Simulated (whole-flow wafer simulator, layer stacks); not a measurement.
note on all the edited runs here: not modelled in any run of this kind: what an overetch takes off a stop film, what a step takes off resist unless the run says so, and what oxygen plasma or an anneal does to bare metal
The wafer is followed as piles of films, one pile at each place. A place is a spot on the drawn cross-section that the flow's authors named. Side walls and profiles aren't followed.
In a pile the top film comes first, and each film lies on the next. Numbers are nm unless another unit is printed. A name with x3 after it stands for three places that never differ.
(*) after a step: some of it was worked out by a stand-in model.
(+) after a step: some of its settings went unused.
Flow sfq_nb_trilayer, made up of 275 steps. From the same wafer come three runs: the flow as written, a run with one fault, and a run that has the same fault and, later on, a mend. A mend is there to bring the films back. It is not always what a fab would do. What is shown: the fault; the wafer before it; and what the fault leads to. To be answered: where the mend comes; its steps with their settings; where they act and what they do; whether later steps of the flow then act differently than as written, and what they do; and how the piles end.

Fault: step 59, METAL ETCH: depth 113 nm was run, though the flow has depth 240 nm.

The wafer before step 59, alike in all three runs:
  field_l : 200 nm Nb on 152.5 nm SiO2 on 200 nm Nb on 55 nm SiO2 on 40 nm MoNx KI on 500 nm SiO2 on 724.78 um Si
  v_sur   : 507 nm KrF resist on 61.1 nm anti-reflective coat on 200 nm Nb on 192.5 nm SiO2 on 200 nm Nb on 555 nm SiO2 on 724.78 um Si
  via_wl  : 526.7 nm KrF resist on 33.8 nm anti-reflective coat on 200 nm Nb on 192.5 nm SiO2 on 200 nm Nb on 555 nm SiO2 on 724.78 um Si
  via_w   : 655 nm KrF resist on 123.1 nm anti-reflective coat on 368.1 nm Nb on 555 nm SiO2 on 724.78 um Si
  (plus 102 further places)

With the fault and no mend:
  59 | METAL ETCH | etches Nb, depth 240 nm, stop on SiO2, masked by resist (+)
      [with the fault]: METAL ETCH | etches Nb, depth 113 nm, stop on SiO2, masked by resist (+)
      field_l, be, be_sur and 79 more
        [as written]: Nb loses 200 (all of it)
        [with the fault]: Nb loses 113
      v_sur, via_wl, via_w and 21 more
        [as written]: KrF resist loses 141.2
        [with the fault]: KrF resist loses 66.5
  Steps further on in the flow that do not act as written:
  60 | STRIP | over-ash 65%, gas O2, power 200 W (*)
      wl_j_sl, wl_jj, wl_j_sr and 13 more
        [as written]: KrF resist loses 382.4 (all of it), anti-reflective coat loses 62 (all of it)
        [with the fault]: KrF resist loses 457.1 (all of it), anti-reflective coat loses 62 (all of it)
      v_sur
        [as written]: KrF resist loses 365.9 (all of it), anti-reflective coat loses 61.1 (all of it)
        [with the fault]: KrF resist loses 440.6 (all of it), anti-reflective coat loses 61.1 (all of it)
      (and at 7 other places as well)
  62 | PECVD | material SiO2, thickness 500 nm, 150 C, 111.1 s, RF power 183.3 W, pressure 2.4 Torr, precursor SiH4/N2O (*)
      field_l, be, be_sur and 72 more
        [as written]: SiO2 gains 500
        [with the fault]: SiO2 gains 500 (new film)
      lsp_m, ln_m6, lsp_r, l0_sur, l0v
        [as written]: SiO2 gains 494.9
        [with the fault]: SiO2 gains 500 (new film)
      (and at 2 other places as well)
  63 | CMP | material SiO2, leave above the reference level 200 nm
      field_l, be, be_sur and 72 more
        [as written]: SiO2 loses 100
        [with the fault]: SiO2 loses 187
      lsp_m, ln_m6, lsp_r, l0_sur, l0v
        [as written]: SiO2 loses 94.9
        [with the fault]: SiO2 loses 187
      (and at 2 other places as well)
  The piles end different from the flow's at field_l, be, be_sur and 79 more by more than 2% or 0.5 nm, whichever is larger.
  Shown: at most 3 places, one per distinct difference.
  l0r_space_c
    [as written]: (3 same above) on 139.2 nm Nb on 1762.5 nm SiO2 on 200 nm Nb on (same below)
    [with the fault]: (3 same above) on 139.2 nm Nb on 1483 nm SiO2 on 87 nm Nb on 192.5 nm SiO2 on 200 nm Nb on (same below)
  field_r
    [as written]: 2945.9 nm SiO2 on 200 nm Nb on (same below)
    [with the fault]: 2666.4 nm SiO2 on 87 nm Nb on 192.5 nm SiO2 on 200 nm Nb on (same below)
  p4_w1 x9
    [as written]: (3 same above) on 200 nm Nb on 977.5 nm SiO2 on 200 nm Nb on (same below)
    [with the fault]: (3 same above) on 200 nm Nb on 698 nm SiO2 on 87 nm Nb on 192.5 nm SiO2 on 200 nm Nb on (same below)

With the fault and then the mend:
  The mend follows step 59.
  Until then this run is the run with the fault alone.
  59a | METAL ETCH | etches Nb, depth 127 nm, stop on SiO2, masked by resist (+) (the flow's step 59 again, with other settings)
      field_l, be, be_sur and 79 more
        Nb loses 87 (all of it)
      v_sur, via_wl, via_w and 21 more
        KrF resist loses 74.7
  None of the later steps of the flow acts differently than as written at any place that is followed.
  By the end, the piles equal the flow's at every place that both follow.
